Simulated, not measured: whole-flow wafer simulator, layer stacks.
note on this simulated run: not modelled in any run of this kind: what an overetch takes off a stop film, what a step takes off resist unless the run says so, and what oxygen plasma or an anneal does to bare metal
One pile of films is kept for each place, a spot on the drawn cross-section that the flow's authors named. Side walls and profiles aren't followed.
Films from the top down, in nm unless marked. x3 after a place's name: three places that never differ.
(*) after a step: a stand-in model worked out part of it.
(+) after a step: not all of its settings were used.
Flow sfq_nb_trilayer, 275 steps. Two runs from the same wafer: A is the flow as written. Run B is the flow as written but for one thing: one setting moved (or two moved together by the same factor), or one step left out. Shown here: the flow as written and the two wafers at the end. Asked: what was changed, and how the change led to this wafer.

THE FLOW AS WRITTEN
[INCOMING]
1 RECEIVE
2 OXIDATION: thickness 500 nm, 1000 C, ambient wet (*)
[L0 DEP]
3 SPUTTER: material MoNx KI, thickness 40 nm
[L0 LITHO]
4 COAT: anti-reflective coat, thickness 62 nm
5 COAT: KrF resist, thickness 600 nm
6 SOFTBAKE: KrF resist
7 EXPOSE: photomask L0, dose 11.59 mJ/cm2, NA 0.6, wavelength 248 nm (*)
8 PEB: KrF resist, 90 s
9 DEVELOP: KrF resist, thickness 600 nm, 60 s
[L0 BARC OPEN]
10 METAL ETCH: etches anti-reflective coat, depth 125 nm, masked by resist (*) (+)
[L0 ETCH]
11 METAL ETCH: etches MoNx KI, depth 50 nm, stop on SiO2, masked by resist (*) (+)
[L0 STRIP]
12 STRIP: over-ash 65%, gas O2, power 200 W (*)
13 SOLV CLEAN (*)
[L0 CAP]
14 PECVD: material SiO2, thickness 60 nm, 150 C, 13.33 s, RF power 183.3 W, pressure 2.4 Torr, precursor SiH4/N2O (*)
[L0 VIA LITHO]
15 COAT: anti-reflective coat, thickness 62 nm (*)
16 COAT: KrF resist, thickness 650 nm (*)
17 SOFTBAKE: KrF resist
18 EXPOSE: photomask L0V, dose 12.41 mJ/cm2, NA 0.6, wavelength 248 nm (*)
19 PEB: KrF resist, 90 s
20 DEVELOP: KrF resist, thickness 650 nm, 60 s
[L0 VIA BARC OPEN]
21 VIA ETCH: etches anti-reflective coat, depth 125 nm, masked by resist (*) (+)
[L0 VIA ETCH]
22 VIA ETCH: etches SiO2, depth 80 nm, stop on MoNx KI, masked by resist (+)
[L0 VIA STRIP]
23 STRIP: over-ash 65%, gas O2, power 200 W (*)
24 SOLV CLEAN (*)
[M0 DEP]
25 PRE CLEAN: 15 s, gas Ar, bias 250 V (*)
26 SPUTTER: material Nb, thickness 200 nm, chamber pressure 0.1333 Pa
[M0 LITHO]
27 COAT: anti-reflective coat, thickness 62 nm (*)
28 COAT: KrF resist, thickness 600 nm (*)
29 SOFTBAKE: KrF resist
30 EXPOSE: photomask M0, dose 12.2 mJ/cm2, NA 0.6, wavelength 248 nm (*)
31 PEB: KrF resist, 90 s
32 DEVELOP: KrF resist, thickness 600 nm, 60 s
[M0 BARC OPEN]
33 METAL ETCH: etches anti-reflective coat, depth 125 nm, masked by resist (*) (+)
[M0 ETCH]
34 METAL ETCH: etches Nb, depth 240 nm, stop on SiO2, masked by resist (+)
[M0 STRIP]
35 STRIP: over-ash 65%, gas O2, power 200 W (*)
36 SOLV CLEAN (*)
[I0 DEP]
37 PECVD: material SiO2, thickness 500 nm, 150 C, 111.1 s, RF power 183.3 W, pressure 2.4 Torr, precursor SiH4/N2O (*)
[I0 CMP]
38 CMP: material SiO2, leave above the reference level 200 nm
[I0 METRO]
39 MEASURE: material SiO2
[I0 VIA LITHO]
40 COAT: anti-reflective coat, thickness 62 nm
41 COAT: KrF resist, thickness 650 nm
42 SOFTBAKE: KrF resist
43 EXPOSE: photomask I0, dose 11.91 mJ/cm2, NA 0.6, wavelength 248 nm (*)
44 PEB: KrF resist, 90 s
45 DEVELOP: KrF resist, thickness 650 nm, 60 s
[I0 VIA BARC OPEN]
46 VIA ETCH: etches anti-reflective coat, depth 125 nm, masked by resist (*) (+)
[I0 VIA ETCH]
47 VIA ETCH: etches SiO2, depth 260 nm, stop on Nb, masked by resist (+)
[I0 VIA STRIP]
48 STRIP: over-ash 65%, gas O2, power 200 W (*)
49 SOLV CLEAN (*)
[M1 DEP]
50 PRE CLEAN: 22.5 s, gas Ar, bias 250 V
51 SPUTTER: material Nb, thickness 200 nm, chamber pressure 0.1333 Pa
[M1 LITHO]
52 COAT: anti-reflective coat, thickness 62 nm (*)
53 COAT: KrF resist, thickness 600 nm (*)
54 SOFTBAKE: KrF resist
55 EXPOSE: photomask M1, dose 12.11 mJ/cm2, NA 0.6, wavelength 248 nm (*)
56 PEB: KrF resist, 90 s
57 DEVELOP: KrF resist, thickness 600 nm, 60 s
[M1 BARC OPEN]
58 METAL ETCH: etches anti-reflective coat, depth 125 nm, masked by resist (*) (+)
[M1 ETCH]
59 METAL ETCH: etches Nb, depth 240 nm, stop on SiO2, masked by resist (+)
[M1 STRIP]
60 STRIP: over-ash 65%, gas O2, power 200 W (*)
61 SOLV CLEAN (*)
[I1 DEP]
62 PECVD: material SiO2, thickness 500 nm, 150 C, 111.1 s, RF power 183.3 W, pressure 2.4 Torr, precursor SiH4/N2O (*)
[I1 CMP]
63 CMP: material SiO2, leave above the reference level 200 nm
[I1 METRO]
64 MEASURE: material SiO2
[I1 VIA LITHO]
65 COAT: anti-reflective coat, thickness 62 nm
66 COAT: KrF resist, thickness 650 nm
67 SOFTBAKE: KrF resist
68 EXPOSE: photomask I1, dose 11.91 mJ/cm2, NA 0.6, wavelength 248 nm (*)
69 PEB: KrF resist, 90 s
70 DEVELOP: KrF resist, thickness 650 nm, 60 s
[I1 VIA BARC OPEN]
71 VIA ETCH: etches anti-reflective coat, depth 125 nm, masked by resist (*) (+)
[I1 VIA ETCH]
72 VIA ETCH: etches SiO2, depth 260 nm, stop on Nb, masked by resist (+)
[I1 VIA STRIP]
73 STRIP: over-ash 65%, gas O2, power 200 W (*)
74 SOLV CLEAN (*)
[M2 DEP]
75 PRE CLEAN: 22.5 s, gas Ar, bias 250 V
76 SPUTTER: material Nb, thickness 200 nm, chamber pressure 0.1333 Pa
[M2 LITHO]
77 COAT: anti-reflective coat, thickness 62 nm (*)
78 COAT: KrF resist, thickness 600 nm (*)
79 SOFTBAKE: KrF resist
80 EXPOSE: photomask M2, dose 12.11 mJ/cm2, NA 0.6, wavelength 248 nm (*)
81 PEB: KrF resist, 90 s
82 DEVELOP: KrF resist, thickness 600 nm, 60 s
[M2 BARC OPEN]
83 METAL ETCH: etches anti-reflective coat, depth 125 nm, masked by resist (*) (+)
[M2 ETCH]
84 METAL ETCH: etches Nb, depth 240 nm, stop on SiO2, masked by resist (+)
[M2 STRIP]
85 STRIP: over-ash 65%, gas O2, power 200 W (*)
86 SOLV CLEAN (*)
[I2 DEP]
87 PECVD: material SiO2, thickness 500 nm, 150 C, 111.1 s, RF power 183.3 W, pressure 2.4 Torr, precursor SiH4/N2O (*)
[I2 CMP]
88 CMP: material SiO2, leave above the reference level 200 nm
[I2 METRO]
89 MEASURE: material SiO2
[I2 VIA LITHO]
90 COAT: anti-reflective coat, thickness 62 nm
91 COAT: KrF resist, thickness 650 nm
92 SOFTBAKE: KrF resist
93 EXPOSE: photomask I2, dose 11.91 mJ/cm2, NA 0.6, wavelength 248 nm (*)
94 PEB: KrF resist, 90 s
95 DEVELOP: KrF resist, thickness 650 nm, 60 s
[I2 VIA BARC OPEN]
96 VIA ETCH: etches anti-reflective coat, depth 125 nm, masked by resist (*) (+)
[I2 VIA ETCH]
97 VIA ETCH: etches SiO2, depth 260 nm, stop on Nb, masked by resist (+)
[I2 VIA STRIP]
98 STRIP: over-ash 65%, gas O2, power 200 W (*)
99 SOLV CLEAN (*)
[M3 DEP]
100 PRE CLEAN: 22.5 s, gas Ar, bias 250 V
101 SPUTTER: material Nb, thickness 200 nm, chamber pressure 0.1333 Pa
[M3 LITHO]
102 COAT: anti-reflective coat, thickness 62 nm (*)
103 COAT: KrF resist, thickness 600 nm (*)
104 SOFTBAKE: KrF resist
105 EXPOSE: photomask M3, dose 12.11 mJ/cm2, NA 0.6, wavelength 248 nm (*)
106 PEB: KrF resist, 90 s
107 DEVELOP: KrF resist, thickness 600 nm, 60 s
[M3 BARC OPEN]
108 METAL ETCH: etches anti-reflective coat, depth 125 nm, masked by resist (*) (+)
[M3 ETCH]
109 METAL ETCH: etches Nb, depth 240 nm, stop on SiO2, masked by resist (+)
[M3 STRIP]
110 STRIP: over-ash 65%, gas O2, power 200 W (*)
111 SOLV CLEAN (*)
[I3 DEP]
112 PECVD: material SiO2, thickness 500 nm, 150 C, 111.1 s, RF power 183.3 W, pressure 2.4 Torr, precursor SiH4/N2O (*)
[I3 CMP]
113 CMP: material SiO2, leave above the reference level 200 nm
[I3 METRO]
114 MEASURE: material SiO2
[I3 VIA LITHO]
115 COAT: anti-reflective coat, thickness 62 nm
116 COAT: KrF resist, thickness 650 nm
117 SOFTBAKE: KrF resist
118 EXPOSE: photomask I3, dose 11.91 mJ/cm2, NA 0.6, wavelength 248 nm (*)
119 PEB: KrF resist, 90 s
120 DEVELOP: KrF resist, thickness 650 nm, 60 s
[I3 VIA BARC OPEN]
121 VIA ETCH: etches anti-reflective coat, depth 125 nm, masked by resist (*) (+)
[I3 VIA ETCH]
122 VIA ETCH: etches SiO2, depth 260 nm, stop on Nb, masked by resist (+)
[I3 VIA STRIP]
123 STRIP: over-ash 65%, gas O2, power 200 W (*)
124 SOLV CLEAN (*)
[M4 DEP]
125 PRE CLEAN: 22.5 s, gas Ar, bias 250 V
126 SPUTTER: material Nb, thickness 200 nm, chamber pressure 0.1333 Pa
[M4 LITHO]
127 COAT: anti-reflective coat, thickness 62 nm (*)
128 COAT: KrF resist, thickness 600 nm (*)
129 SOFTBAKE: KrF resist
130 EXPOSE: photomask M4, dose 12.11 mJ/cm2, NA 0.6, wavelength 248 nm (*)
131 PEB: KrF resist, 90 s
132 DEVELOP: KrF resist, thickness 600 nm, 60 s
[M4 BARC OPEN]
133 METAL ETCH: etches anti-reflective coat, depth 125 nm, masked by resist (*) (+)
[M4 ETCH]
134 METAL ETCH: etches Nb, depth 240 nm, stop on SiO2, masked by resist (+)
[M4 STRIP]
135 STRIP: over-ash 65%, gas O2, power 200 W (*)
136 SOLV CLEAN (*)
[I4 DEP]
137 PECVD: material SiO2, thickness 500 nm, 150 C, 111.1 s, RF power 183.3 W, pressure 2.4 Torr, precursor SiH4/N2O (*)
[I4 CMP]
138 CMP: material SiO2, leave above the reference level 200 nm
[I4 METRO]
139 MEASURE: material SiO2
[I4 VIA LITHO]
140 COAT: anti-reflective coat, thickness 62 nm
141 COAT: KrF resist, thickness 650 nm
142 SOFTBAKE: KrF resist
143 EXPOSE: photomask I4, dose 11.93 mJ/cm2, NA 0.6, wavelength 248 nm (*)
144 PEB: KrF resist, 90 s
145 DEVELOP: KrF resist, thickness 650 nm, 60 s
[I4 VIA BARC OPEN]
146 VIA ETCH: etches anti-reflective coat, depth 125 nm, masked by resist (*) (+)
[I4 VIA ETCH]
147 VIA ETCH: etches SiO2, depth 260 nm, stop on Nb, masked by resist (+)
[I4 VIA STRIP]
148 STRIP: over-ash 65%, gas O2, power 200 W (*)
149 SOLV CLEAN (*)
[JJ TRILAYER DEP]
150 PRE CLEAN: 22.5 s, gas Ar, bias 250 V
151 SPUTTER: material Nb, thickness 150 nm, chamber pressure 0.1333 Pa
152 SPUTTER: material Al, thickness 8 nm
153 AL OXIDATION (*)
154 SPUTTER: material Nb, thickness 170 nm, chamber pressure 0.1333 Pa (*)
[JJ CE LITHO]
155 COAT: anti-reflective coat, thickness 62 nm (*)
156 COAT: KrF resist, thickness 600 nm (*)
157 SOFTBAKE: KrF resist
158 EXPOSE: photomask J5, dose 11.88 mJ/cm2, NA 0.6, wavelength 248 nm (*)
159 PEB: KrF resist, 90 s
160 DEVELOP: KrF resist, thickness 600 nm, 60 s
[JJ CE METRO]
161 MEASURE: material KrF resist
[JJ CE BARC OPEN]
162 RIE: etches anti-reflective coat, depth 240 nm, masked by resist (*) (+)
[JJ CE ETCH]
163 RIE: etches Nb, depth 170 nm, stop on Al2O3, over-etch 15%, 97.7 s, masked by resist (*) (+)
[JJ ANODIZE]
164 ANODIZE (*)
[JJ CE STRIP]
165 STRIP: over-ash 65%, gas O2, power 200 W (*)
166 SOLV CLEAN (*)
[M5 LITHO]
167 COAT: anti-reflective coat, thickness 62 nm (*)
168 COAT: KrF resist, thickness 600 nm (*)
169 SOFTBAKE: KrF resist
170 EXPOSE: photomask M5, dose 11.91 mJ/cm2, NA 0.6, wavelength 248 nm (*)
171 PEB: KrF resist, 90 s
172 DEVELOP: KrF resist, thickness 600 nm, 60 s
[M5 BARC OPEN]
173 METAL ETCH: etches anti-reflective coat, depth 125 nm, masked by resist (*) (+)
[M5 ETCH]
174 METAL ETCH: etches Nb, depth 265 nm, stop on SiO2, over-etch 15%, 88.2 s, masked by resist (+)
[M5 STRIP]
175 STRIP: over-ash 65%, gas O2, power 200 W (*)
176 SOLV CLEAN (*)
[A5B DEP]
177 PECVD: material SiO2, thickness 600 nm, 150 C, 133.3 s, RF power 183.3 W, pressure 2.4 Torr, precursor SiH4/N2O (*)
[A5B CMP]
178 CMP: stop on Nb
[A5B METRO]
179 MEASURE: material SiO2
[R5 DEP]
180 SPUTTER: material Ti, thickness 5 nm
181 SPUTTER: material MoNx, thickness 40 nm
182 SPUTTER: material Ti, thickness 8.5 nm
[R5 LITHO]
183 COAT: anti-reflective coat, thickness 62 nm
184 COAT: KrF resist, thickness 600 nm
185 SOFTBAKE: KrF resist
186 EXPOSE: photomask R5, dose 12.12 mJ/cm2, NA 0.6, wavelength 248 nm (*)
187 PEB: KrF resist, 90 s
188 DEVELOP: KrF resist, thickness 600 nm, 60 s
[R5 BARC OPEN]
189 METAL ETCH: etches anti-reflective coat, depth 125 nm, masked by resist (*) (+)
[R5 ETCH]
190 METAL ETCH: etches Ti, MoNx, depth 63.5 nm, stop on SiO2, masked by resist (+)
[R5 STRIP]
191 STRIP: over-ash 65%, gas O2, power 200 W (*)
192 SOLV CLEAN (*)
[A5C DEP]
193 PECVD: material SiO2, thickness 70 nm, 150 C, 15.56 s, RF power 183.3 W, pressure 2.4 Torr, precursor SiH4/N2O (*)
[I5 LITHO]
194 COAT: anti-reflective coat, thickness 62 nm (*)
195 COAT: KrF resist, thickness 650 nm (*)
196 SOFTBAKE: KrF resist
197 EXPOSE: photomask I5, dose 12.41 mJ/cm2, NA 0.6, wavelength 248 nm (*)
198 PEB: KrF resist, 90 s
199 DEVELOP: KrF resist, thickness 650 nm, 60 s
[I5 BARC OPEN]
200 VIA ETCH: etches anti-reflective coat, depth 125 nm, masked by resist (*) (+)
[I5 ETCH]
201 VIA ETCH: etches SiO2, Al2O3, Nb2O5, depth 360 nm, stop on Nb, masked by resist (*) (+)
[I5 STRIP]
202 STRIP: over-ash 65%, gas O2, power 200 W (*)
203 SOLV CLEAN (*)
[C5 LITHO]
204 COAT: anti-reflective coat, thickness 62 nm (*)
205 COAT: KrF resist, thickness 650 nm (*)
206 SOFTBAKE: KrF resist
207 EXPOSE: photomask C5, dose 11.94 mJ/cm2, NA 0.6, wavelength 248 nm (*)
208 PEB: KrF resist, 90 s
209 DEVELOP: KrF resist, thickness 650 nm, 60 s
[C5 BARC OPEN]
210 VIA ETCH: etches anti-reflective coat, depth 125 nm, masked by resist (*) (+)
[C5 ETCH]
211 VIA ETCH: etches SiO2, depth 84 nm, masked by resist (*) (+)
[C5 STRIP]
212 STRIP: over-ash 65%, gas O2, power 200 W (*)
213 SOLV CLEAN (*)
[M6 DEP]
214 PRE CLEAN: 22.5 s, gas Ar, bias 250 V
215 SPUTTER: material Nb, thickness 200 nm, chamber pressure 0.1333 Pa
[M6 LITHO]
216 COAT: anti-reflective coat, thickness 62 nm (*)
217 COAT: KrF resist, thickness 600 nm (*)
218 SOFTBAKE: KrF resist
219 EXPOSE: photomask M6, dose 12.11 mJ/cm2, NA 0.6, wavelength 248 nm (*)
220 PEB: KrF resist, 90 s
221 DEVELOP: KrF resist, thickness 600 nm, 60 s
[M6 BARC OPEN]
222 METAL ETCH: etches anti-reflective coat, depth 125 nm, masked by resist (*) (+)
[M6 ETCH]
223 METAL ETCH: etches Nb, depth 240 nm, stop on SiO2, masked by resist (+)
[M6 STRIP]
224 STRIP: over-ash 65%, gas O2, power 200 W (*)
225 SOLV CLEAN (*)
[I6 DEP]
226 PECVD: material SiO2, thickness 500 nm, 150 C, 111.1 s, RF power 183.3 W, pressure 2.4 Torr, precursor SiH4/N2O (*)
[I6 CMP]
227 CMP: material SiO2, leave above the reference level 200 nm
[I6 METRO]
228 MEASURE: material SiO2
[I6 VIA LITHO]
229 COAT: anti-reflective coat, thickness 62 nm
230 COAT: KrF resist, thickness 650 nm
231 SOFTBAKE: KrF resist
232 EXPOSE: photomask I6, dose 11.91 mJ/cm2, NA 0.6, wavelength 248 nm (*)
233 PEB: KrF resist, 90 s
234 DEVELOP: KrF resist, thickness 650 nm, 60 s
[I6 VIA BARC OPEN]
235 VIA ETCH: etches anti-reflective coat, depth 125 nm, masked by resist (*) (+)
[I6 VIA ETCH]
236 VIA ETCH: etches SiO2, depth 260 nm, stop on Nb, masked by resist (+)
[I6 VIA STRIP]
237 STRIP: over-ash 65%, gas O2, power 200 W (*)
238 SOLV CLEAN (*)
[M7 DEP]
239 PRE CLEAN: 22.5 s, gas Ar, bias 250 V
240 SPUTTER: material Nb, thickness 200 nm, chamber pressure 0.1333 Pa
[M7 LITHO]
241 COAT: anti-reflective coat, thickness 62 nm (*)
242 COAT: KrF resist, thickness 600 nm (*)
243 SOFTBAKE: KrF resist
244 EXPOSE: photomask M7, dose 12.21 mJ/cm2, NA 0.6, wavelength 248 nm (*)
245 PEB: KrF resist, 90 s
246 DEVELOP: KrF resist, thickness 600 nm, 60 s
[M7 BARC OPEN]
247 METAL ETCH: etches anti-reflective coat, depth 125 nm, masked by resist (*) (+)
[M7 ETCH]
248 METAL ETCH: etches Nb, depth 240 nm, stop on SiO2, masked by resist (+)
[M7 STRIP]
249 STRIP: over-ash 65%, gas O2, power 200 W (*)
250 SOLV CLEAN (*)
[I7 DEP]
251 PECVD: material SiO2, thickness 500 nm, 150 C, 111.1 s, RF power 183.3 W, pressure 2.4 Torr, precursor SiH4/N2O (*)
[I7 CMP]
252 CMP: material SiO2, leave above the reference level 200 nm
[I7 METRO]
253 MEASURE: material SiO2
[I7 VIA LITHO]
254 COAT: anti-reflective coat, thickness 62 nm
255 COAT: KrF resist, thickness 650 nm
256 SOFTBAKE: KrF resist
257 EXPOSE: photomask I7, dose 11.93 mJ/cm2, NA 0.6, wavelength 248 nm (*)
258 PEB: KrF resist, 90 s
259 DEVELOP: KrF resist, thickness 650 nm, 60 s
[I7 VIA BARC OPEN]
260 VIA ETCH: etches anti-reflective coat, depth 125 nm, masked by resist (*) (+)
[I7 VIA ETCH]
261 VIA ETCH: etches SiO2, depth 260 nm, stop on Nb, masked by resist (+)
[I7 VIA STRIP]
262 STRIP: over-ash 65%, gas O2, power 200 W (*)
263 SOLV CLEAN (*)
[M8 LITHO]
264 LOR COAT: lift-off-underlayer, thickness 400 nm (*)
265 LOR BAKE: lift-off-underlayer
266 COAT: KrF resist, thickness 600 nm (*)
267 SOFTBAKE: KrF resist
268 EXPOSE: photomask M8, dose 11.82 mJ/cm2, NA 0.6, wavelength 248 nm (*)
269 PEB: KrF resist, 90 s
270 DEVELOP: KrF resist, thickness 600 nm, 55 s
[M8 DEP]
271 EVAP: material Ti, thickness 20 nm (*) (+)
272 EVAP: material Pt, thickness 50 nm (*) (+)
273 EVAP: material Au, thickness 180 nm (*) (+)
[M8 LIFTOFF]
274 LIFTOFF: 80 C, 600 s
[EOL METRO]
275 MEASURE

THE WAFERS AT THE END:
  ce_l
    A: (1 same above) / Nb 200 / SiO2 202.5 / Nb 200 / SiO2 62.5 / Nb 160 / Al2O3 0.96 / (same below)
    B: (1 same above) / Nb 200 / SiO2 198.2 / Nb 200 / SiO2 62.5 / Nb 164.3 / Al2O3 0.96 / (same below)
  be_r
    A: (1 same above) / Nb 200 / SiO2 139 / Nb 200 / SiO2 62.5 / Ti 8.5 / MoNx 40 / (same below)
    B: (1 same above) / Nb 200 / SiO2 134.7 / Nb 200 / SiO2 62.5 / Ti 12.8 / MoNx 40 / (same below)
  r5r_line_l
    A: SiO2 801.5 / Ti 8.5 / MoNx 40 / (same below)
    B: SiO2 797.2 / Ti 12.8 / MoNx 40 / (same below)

The cause: step 182, SPUTTER: thickness 12.8 nm was run, where the flow has thickness 8.5 nm.
It can be read off the wafer: be_r has Ti 12.8, and step 182 as written asks for 8.5 nm.

How the change led to this, step by step:
  182 SPUTTER: material Ti, thickness 8.5 nm
      field_l, v_sur, via_wl and 103 more: A Ti +8.5 (new film) | B Ti +12.8 (new film)
  190 METAL ETCH: etches Ti, MoNx, depth 63.5 nm, stop on SiO2, masked by resist (+)
      field_l, v_sur, via_wl and 92 more: A Ti -8.5 (all of it), MoNx -40 (all of it), Ti -5 (all of it) | B Ti -12.8 (all of it), MoNx -40 (all of it), Ti -5 (all of it)
      ce_l, c5j, ce_r, wl_jj: A Ti -8.5 (all of it), MoNx -40 (all of it), Ti -5 (all of it), Nb -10 | B Ti -12.8 (all of it), MoNx -40 (all of it), Ti -5 (all of it), Nb -5.7
  194 COAT: anti-reflective coat, thickness 62 nm (*)
      r5r_spacepad_l, r5r_spacepad_r: A anti-reflective coat +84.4 (new film) | B anti-reflective coat +86.2 (new film)
      ce_l: A anti-reflective coat +67.2 (new film) | B anti-reflective coat +65.3 (new film)
      (and at 3 more places)
  202 STRIP: over-ash 65%, gas O2, power 200 W (*)
      r5r_spacepad_l, r5r_spacepad_r: A KrF resist -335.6 (all of it), anti-reflective coat -84.4 (all of it) | B KrF resist -335.8 (all of it), anti-reflective coat -86.2 (all of it)
      ce_l: A KrF resist -341.5 (all of it), anti-reflective coat -67.2 (all of it) | B KrF resist -340.3 (all of it), anti-reflective coat -65.3 (all of it)
      (and at 3 more places)
  204 COAT: anti-reflective coat, thickness 62 nm (*)
      r5r_spacepad_l, r5r_spacepad_r: A anti-reflective coat +84.4 (new film) | B anti-reflective coat +86.2 (new film)
      ce_l: A anti-reflective coat +66 (new film) | B anti-reflective coat +64.1 (new film)
      (and at 3 more places)
  212 STRIP: over-ash 65%, gas O2, power 200 W (*)
      r5r_spacepad_l, r5r_spacepad_r: A KrF resist -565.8 (all of it), anti-reflective coat -84.4 (all of it) | B KrF resist -566.2 (all of it), anti-reflective coat -86.2 (all of it)
      ce_l: A KrF resist -567.4 (all of it), anti-reflective coat -66 (all of it) | B KrF resist -566.6 (all of it), anti-reflective coat -64.1 (all of it)
      (and at 3 more places)
  216 COAT: anti-reflective coat, thickness 62 nm (*)
      r5r_spacepad_l, r5r_spacepad_r: A anti-reflective coat +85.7 (new film) | B anti-reflective coat +87.8 (new film)
      ce_l: A anti-reflective coat +48 (new film) | B anti-reflective coat +46.7 (new film)
      (and at 3 more places)
  222 METAL ETCH: etches anti-reflective coat, depth 125 nm, masked by resist (*) (+)
      r5r_spacepad_l, r5r_spacepad_r: A anti-reflective coat -85.7 (all of it) | B anti-reflective coat -87.8 (all of it)
  224 STRIP: over-ash 65%, gas O2, power 200 W (*)
      ce_l: A KrF resist -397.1 (all of it), anti-reflective coat -48 (all of it) | B KrF resist -395.4 (all of it), anti-reflective coat -46.7 (all of it)
      ce_r: A KrF resist -403.5 (all of it), anti-reflective coat -48.8 (all of it) | B KrF resist -402.4 (all of it), anti-reflective coat -47.4 (all of it)
      (and at 2 more places)
  227 CMP: material SiO2, leave above the reference level 200 nm
      r5r_line_l, r5r_spacepad_l, r5r_spacepad_r, r5r_line_c, r5r_line_r: A SiO2 -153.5 | B SiO2 -157.8
